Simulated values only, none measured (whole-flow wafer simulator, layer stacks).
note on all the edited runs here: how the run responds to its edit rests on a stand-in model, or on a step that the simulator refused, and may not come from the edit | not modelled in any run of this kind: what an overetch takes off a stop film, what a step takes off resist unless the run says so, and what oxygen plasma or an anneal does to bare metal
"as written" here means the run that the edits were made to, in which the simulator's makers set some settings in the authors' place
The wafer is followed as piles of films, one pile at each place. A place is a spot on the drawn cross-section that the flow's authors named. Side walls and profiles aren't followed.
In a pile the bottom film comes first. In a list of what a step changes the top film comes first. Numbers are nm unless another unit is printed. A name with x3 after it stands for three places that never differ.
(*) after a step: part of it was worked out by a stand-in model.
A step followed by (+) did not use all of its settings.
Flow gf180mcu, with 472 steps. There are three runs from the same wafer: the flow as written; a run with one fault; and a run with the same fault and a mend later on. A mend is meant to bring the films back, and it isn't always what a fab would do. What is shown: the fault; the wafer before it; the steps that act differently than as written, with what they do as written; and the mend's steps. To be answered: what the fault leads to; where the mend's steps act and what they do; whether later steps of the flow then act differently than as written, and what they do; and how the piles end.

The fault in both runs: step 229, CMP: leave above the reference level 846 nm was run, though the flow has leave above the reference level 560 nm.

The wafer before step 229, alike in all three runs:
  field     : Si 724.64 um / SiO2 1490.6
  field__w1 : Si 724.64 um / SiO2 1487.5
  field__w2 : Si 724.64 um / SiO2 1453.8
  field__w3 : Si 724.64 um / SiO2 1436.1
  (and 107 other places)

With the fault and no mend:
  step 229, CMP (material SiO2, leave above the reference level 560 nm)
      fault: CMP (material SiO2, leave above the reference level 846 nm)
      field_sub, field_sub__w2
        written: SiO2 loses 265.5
        fault: nothing
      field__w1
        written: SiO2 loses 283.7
        fault: nothing
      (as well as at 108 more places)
  Later steps of the flow acting differently than as written (8 other steps are not shown; they differ only slightly, by no more than 2% or 0.5 nm, whichever is larger):
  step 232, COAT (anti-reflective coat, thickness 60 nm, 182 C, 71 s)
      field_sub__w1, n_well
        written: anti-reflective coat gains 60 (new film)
        fault: anti-reflective coat gains 57.2 (new film)
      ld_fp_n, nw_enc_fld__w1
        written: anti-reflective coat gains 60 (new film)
        fault: anti-reflective coat gains 55.7 (new film)
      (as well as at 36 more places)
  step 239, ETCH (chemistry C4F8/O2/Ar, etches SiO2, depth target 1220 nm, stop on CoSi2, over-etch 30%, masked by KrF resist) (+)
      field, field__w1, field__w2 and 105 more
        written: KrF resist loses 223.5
        fault: KrF resist loses 244
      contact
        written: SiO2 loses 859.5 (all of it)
        fault: SiO2 loses 1142.8 (all of it)
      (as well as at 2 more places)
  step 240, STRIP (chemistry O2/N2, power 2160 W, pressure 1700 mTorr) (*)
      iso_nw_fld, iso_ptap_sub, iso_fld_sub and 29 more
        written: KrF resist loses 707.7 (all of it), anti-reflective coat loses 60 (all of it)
        fault: KrF resist loses 687.2 (all of it), anti-reflective coat loses 60 (all of it)
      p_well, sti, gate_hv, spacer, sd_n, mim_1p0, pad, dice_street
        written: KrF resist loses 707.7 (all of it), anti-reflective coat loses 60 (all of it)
        fault: KrF resist loses 686.2 (all of it), anti-reflective coat loses 59.3 (all of it)
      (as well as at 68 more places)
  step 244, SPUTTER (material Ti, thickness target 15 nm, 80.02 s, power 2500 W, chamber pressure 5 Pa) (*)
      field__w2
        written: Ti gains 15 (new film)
        fault: Ti gains 14.1 (new film)
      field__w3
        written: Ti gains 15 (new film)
        fault: Ti gains 14.2 (new film)
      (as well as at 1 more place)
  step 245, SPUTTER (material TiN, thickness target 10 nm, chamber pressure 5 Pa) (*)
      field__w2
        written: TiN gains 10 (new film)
        fault: TiN gains 9.35 (new film)
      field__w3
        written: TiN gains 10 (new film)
        fault: TiN gains 9.48 (new film)
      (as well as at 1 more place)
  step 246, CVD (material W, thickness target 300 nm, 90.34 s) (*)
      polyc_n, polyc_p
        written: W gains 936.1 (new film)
        fault: W gains 1222.1 (new film)
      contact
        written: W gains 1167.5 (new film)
        fault: W gains 1445.3 (new film)
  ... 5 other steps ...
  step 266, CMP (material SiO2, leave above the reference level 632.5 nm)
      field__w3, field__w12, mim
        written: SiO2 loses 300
        fault: SiO2 loses 287.7
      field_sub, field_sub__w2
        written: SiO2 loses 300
        fault: SiO2 loses 283.2
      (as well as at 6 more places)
  The piles end different from the flow's at field, field__w1, field__w2 and 109 more by more than 2% or 0.5 nm, whichever is larger.
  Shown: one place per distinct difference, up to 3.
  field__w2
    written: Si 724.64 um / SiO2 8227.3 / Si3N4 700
    fault: Si 724.64 um / SiO2 1450.4 / Ti 14.1 / TiN 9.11 / SiO2 7039.4 / Si3N4 700
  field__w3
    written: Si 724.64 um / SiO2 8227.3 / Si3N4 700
    fault: Si 724.64 um / SiO2 1432.6 / Ti 14.2 / TiN 9.48 / W 14.1 / SiO2 7042.5 / Si3N4 700
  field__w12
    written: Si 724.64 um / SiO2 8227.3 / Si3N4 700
    fault: Si 724.64 um / SiO2 1432.4 / Ti 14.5 / TiN 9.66 / W 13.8 / SiO2 7042.5 / Si3N4 700

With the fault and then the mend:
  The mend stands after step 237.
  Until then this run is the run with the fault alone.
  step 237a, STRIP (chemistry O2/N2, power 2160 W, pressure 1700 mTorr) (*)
      iso_nw_fld, iso_ptap_sub, iso_fld_sub and 29 more
        KrF resist loses 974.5 (all of it), anti-reflective coat loses 60 (all of it)
      p_well, sti, gate_hv, spacer, sd_n, mim_1p0, pad, dice_street
        KrF resist loses 973.5 (all of it), anti-reflective coat loses 59.3 (all of it)
      field, nw_sep_fld
        KrF resist loses 973.3 (all of it), anti-reflective coat loses 59.9 (all of it)
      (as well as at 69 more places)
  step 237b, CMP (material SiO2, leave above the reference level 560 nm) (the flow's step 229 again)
      field, field__w5, field__w7 and 86 more
        SiO2 loses 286
      field_sub, field_sub__w2
        SiO2 loses 265.5
      field__w1
        SiO2 loses 283.7
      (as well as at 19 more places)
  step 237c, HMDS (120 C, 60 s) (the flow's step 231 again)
      leaves every film unchanged at each place that is followed
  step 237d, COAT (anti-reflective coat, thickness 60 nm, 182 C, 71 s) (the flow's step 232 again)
      field, field__w1, field__w2 and 108 more
        anti-reflective coat gains 60 (new film)
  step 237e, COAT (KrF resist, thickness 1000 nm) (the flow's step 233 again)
      field, field__w1, field__w2 and 108 more
        KrF resist gains 1000 (new film)
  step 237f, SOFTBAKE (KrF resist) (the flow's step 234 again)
      leaves every film unchanged at each place that is followed
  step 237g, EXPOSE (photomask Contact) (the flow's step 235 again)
      leaves every film unchanged at each place that is followed
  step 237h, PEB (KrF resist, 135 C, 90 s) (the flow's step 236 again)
      field, field__w1, field__w2 and 108 more
        KrF resist loses 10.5
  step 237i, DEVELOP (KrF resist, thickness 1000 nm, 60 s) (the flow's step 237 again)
      field, field__w1, field__w2 and 105 more
        KrF resist loses 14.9
      contact, polyc_n, polyc_p
        KrF resist loses 989.5 (all of it)
  Later steps of the flow that are run all act as written at every place that is followed.
  By the end, the piles equal the flow's at every place that both follow.
